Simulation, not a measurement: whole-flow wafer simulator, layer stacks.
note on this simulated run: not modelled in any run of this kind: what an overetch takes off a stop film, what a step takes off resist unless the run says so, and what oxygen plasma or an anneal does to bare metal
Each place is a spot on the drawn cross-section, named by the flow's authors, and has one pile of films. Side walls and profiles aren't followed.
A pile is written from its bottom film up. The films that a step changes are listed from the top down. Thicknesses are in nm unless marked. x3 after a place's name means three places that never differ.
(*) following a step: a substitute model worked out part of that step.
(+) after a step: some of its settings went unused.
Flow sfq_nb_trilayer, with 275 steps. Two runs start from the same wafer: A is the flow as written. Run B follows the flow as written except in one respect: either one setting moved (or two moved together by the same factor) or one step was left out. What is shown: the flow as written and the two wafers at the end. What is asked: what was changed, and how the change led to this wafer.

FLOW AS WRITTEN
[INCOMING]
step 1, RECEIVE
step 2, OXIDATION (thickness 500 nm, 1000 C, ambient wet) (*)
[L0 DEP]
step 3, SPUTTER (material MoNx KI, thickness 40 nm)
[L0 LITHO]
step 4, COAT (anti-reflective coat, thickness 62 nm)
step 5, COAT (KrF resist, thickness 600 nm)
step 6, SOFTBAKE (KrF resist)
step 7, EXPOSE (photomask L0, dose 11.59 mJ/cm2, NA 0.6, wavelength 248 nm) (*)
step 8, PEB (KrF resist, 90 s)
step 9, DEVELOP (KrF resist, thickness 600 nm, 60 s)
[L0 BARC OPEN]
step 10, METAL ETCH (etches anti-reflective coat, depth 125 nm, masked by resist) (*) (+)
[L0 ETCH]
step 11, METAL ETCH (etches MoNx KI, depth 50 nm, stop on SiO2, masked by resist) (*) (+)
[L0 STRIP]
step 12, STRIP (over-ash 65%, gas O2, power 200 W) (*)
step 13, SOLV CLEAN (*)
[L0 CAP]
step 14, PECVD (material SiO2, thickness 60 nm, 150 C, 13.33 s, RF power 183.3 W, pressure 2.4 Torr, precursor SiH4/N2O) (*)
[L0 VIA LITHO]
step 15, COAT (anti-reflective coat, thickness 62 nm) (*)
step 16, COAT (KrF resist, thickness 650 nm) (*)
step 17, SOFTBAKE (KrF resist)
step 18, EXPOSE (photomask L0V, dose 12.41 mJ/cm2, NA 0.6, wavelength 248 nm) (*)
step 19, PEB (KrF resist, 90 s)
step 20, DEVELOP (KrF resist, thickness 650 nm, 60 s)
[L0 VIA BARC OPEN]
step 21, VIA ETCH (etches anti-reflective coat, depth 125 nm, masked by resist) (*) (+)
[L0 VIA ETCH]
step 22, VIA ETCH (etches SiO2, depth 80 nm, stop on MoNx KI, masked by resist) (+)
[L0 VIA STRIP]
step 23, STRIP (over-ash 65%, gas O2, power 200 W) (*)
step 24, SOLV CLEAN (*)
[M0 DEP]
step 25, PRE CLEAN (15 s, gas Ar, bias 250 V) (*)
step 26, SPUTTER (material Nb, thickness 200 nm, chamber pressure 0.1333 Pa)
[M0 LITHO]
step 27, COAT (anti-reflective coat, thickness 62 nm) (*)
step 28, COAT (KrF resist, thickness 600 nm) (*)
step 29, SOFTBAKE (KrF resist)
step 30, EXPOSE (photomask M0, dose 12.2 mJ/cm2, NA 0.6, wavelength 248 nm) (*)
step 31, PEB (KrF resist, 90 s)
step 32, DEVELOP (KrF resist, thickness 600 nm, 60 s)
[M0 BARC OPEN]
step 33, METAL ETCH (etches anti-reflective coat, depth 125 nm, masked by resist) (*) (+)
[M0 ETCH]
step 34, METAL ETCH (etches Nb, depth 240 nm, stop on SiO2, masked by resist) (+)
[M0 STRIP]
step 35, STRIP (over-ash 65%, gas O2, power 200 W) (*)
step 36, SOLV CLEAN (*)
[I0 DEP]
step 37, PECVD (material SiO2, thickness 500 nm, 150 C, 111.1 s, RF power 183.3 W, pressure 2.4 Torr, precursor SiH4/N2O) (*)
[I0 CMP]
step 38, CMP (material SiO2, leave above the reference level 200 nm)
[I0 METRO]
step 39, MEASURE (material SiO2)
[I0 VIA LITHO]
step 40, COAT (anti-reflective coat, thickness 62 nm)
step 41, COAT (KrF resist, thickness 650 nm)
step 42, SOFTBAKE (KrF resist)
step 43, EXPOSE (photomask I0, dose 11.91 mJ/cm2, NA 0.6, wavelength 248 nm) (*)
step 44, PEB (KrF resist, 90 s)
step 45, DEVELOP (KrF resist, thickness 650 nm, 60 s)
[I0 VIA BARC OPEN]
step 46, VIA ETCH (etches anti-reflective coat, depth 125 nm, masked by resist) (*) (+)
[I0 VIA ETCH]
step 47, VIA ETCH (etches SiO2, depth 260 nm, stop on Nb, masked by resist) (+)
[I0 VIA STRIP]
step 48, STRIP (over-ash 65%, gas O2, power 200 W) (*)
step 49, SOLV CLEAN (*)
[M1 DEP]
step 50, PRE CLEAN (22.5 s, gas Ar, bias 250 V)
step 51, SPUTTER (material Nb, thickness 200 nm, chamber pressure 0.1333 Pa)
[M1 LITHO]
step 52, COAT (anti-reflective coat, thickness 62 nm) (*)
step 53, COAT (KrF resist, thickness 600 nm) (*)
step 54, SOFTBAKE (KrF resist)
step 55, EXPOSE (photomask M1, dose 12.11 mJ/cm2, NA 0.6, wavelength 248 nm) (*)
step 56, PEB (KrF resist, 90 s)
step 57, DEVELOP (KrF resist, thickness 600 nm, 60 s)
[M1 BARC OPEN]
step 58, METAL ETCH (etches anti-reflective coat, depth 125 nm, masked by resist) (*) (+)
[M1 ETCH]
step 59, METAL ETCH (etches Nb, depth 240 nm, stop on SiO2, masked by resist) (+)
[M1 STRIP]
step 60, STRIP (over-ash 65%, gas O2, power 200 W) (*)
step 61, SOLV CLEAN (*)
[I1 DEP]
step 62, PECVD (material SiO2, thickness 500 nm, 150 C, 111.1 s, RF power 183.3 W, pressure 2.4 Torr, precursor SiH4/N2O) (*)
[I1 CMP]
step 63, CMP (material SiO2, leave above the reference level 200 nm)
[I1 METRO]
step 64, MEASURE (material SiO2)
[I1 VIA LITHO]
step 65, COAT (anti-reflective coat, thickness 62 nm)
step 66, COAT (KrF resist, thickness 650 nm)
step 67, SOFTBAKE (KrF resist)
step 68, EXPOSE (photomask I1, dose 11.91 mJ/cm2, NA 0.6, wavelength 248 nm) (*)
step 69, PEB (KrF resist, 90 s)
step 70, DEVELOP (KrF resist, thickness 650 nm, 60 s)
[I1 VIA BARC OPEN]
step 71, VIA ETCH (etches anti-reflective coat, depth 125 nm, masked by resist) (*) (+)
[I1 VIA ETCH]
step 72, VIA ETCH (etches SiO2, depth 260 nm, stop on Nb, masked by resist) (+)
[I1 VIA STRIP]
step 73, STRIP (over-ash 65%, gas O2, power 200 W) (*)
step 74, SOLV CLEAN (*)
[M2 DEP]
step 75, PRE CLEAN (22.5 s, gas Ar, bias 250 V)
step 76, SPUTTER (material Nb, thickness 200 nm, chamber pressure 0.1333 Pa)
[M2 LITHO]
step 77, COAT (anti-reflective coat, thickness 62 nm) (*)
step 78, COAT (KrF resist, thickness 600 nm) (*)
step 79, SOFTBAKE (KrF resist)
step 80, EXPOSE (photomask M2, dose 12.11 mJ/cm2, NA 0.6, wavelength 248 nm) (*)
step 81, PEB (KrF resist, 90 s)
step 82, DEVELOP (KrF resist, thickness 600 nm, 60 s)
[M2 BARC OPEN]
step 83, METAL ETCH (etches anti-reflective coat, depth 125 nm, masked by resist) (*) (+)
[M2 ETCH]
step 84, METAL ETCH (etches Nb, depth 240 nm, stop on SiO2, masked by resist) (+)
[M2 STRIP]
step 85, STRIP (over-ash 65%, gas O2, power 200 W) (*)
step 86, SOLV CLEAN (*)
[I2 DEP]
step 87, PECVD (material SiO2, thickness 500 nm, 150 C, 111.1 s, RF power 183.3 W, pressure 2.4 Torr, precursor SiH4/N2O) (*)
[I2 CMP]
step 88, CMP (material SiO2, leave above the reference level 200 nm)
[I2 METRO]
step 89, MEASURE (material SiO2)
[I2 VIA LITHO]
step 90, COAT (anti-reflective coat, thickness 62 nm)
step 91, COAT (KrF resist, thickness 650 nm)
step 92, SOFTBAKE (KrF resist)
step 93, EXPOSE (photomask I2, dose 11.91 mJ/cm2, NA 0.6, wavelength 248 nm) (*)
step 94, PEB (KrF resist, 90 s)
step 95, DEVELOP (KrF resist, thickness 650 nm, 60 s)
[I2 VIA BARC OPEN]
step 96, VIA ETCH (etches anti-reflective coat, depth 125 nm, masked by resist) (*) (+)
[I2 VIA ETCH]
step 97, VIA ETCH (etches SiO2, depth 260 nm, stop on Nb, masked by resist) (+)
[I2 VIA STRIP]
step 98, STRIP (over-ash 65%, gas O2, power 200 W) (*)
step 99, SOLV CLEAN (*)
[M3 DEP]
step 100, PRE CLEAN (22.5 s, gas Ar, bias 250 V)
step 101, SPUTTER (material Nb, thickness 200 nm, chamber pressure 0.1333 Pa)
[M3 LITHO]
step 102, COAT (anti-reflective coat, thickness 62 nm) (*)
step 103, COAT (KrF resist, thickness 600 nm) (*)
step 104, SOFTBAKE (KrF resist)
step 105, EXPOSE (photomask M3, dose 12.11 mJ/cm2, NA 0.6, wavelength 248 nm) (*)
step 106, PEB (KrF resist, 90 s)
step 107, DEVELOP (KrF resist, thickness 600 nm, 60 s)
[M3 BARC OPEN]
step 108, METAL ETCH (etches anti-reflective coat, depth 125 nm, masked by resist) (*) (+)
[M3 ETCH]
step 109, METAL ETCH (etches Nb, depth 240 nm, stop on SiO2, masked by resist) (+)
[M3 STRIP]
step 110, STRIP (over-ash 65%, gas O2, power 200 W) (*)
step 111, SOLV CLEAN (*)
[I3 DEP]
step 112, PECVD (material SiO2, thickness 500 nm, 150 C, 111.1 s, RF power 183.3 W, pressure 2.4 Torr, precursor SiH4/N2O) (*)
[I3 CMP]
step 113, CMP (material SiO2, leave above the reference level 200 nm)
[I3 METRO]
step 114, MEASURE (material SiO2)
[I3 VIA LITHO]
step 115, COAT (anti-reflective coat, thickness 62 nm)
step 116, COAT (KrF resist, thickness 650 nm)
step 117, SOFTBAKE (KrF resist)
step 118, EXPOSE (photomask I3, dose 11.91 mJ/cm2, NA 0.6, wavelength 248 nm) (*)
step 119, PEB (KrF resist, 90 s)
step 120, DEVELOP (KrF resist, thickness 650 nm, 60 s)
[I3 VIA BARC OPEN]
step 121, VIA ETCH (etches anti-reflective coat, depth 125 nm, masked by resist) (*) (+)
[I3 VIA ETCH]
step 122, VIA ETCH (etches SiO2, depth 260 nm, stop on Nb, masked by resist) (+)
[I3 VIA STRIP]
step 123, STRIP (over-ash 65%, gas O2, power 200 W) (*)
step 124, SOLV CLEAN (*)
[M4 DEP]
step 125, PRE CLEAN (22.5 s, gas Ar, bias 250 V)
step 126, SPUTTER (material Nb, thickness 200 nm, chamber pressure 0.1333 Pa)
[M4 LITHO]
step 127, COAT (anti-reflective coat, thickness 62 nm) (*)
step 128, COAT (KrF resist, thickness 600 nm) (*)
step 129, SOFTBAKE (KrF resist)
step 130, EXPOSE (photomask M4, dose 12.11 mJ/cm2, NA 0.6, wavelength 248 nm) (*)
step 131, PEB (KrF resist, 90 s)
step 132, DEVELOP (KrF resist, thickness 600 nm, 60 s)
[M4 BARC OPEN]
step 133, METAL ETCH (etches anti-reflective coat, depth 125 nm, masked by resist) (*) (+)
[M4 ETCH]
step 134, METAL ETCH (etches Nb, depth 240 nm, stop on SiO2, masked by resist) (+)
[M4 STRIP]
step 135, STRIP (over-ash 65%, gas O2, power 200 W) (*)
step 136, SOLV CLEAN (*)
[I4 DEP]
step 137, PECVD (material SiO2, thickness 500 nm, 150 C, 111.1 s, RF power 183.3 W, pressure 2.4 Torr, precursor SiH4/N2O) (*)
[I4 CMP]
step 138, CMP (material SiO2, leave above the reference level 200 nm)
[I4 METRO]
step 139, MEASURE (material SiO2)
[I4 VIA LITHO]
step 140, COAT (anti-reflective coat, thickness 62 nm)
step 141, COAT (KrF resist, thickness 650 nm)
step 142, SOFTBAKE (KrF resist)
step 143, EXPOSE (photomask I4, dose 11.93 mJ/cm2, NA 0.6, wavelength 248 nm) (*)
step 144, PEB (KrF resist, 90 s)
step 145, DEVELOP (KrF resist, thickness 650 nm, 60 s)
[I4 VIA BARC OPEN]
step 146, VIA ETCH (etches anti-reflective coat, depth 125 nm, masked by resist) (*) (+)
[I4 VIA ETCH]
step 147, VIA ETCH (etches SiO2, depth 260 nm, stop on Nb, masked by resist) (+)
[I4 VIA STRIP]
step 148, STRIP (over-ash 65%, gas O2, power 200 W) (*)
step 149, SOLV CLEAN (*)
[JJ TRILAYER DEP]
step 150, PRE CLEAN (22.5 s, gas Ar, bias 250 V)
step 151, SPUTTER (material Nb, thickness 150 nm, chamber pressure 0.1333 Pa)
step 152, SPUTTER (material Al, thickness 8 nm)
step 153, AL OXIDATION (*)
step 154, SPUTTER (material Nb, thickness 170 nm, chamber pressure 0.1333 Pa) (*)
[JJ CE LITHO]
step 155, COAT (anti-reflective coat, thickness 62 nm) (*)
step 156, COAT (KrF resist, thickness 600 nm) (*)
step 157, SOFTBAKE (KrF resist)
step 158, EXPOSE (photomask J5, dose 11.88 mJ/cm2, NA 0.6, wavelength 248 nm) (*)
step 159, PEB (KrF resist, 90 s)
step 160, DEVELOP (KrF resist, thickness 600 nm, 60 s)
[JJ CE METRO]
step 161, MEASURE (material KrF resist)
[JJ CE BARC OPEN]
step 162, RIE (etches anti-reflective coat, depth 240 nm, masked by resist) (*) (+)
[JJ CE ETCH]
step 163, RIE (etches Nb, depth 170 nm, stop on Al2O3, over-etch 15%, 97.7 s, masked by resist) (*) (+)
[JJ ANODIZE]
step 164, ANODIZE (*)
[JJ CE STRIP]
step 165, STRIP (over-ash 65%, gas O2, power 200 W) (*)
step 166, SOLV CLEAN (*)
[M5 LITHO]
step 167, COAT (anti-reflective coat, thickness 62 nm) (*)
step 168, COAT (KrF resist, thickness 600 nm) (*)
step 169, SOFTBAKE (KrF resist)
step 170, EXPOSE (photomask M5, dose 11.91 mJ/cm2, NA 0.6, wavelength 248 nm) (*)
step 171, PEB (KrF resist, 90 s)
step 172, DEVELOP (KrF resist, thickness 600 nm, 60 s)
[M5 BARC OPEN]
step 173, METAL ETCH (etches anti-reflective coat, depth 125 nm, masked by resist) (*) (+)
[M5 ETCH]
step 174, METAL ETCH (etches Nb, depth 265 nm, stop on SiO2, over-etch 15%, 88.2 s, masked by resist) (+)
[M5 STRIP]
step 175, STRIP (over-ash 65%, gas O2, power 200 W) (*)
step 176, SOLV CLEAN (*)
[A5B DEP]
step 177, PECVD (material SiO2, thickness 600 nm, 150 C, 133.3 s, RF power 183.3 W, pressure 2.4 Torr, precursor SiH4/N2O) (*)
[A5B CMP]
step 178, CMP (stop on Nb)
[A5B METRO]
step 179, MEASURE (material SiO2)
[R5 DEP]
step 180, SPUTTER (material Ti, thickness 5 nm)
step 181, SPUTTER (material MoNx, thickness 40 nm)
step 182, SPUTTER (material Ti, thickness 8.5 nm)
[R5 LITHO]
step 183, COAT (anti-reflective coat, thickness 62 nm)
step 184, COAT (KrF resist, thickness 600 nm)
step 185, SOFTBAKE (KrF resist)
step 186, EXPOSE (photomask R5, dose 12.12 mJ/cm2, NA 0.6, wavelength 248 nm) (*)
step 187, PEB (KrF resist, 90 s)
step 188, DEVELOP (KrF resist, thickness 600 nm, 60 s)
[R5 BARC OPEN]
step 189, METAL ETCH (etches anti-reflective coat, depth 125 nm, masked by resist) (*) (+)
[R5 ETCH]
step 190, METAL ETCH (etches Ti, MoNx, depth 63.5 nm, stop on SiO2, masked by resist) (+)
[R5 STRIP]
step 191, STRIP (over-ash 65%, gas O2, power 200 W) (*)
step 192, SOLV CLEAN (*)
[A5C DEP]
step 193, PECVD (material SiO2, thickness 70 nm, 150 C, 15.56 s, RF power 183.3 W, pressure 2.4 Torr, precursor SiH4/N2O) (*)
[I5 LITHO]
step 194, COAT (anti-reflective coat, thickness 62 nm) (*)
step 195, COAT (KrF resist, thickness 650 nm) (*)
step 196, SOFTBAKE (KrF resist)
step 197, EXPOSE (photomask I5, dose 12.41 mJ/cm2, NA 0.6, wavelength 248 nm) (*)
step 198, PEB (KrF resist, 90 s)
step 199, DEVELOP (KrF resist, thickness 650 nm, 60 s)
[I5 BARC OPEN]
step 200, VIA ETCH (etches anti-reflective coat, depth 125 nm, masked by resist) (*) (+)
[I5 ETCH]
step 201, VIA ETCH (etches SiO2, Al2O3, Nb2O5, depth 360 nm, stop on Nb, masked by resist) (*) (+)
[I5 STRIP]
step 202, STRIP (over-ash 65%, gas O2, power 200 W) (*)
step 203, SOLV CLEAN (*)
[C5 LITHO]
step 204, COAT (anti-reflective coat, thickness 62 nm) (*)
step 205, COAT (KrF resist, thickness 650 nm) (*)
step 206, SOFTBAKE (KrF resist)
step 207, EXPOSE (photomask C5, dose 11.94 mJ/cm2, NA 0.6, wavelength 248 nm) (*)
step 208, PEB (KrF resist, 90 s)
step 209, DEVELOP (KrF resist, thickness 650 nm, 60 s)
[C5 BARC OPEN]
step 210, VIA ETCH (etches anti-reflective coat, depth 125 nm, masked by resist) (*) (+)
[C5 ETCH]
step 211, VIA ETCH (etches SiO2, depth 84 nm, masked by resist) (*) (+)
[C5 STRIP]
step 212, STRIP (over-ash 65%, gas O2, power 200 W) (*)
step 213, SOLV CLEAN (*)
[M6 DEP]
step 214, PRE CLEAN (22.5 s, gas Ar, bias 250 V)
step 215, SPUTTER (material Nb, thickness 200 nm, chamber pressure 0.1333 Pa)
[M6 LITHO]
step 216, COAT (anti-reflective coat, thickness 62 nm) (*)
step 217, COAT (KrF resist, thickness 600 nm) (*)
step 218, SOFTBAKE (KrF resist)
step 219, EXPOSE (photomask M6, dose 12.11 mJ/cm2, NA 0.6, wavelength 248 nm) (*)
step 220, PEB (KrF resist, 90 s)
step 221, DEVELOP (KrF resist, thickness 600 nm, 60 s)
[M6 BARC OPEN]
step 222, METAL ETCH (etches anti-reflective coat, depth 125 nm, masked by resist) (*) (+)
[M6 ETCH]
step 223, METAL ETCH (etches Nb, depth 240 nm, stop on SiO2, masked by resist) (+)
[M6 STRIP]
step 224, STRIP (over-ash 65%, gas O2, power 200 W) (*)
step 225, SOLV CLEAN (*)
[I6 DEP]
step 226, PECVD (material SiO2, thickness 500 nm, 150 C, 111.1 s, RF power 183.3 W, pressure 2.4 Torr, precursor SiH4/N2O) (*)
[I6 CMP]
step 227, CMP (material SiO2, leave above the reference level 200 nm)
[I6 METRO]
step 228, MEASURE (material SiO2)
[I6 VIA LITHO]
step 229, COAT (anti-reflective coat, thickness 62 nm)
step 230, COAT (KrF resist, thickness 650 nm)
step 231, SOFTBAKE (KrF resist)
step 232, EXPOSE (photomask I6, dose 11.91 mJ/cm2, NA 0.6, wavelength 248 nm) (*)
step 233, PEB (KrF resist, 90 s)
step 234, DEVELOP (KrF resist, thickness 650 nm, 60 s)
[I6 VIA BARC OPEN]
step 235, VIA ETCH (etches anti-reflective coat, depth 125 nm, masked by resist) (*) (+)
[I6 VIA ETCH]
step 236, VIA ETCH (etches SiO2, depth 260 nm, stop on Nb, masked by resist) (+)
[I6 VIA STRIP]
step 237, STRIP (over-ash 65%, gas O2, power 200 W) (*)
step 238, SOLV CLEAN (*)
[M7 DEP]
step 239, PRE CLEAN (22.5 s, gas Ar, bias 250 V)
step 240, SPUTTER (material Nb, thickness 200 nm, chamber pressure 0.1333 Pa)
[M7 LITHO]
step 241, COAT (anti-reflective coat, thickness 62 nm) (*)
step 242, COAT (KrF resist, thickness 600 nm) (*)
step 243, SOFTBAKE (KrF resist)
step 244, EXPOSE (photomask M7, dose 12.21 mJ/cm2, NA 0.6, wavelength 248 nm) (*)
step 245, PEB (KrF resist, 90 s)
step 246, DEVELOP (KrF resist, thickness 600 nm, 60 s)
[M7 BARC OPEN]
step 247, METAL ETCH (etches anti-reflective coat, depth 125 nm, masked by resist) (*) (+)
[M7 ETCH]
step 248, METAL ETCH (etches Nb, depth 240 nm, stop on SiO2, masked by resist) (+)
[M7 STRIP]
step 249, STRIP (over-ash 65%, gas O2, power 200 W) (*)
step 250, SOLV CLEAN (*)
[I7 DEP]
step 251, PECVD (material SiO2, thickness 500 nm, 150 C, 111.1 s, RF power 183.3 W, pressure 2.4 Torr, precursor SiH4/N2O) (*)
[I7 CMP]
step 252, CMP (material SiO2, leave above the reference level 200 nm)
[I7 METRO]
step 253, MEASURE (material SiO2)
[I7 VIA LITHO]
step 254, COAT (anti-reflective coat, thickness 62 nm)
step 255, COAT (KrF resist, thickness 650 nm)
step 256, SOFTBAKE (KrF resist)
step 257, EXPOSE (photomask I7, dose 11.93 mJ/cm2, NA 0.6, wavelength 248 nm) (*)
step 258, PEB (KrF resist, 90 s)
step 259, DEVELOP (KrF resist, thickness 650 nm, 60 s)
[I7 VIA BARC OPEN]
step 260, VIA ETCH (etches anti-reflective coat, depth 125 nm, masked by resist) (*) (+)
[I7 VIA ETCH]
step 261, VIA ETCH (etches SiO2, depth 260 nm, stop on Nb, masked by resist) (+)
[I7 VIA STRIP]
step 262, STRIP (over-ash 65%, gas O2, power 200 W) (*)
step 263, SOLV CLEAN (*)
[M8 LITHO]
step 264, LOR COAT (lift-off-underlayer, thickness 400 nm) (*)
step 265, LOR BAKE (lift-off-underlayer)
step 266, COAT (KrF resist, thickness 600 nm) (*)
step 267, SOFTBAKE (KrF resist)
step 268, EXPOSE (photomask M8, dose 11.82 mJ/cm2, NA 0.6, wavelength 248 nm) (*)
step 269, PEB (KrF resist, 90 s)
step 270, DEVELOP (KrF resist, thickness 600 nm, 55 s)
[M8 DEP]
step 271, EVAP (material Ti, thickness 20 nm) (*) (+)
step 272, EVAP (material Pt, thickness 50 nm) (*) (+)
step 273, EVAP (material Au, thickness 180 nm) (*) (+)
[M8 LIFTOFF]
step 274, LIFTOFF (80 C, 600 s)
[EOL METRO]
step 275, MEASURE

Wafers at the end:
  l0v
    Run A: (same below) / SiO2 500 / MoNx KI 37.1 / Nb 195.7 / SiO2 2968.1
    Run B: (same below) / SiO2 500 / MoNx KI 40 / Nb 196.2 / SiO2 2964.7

The reason: step 22, VIA ETCH: depth 54.55 nm was run, whereas the flow has depth 80 nm.

How this came from the change, step by step:
  step 22, VIA ETCH (etches SiO2, depth 80 nm, stop on MoNx KI, masked by resist) (+)
      l0v: A -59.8 SiO2 (all of it) | B -54.5 SiO2
      field_l, v_sur, via_wl and 102 more: A -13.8 KrF resist | B -9.41 KrF resist
  step 25, PRE CLEAN (15 s, gas Ar, bias 250 V) (*)
      l0v: A -2.91 MoNx KI | B -5.3 SiO2 (all of it)
